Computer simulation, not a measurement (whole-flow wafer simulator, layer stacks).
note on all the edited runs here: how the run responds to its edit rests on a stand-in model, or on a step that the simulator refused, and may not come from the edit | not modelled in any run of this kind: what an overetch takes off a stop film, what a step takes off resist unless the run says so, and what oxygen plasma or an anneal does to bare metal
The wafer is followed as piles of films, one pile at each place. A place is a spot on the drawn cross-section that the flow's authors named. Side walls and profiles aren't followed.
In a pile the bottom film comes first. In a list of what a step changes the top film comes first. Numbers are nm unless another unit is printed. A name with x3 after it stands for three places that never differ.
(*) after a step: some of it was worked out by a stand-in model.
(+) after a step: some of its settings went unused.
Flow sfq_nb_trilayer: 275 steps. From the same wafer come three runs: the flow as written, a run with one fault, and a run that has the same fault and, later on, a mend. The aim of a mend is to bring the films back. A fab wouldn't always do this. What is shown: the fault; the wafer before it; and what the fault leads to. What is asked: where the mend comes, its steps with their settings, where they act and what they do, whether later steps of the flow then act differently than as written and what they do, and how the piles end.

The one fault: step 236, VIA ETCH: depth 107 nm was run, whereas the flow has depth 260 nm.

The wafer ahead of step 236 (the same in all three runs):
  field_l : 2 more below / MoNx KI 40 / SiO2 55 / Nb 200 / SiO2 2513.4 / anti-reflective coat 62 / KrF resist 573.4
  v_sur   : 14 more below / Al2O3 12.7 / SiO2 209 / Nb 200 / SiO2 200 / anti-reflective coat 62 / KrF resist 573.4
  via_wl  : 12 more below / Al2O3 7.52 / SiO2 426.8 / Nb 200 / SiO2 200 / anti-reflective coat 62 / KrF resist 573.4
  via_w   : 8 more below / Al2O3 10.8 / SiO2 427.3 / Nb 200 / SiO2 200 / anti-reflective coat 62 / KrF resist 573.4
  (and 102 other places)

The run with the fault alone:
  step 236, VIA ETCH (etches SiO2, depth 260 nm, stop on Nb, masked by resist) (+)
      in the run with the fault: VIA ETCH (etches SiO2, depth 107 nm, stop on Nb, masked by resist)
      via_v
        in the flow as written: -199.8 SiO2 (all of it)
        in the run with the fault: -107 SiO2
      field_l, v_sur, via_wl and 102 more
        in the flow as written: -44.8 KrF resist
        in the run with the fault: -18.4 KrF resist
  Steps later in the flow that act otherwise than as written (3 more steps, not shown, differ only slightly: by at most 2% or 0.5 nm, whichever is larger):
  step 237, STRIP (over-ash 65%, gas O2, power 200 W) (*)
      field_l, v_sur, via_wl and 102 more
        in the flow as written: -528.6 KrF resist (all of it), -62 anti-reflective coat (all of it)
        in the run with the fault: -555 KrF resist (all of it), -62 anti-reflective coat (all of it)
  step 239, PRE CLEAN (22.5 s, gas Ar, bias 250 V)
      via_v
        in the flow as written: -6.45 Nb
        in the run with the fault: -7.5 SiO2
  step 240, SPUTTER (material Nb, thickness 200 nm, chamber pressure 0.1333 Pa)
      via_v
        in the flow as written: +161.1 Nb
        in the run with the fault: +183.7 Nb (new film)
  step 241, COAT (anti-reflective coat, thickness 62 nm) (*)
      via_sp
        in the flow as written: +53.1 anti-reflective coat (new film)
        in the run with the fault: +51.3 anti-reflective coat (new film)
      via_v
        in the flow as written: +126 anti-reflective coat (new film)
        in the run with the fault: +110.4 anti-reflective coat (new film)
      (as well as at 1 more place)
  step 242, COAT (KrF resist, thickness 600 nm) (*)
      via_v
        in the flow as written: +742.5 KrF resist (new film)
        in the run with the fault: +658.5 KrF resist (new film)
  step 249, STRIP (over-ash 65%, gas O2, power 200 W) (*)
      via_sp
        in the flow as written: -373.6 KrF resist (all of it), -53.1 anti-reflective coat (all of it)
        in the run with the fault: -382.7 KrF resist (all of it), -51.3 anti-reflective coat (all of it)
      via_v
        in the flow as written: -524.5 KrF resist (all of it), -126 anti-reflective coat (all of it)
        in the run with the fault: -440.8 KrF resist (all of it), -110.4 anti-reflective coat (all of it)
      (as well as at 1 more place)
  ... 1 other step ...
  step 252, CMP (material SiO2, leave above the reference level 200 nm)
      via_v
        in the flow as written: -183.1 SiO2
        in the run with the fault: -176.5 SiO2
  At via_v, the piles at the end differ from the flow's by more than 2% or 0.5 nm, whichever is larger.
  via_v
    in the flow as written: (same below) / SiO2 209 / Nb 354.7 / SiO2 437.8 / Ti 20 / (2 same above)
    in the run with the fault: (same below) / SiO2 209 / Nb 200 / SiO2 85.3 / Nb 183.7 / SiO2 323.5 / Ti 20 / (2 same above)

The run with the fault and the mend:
  The mend follows step 237.
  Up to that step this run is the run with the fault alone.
  step 237a, COAT (anti-reflective coat, thickness 62 nm) (*) (a further turn of the flow's step 229)
      p4_fl x3, p4_w1 x9, p4_g1 x2 and 63 more
        +62 anti-reflective coat (new film)
      c5j, ce_r, sp_r and 13 more
        +61.9 anti-reflective coat (new film)
      field_l, v_sur, gap, jj_sur, ce_l
        +61.8 anti-reflective coat (new film)
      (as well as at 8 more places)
  step 237b, COAT (KrF resist, thickness 650 nm) (*) (a further turn of the flow's step 230)
      p4_fl x3, p4_w1 x9, p4_g1 x2 and 63 more
        +650 KrF resist (new film)
      r_end, moat, field_r, lsp_l, ln_m5
        +649.7 KrF resist (new film)
      lsp_m, ln_m6, lsp_r, l0_sur, l0v
        +649.8 KrF resist (new film)
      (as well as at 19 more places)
  step 237c, SOFTBAKE (KrF resist) (a further turn of the flow's step 231)
      does not change any film at any place that is followed
  step 237d, EXPOSE (photomask I6, dose 11.91 mJ/cm2, NA 0.6, wavelength 248 nm) (*) (a further turn of the flow's step 232)
      does not change any film at any place that is followed
  step 237e, PEB (KrF resist, 90 s) (a further turn of the flow's step 233)
      via_sp, wire, jj_sur and 94 more
        -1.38 KrF resist
      field_l, v_sur, via_wl, via_w, via_wr, be, be_sur, gap
        -1.37 KrF resist
      via_v
        -1.51 KrF resist
  step 237f, DEVELOP (KrF resist, thickness 650 nm, 60 s) (a further turn of the flow's step 234)
      field_l, v_sur, via_wl and 102 more
        -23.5 KrF resist
      via_v
        -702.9 KrF resist (all of it)
  step 237g, VIA ETCH (etches anti-reflective coat, depth 125 nm, masked by resist) (+) (a further turn of the flow's step 235)
      field_l, v_sur, via_wl and 102 more
        -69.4 KrF resist
      via_v
        -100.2 anti-reflective coat (all of it), -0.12 SiO2
  step 237h, VIA ETCH (etches SiO2, depth 153 nm, stop on Nb, masked by resist) (+) (a further turn of the flow's step 236, with different settings)
      field_l, v_sur, via_wl and 102 more
        -24 KrF resist
      via_v
        -92.7 SiO2 (all of it)
  step 237i, STRIP (over-ash 65%, gas O2, power 200 W) (*) (a further turn of the flow's step 237)
      p4_fl x3, p4_w1 x9, p4_g1 x2 and 63 more
        -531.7 KrF resist (all of it), -62 anti-reflective coat (all of it)
      moat, field_r, lsp_l, ln_m5, lsp_m, ln_m6, l0v
        -531.4 KrF resist (all of it), -61.9 anti-reflective coat (all of it)
      r_sur, res, r_end
        -531.3 KrF resist (all of it), -61.9 anti-reflective coat (all of it)
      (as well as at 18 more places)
  Every later step of the flow that is run acts as written, at every place that is followed, to within 2% or 0.5 nm, whichever is larger.
  By the end, the piles equal the flow's at every place that both follow.
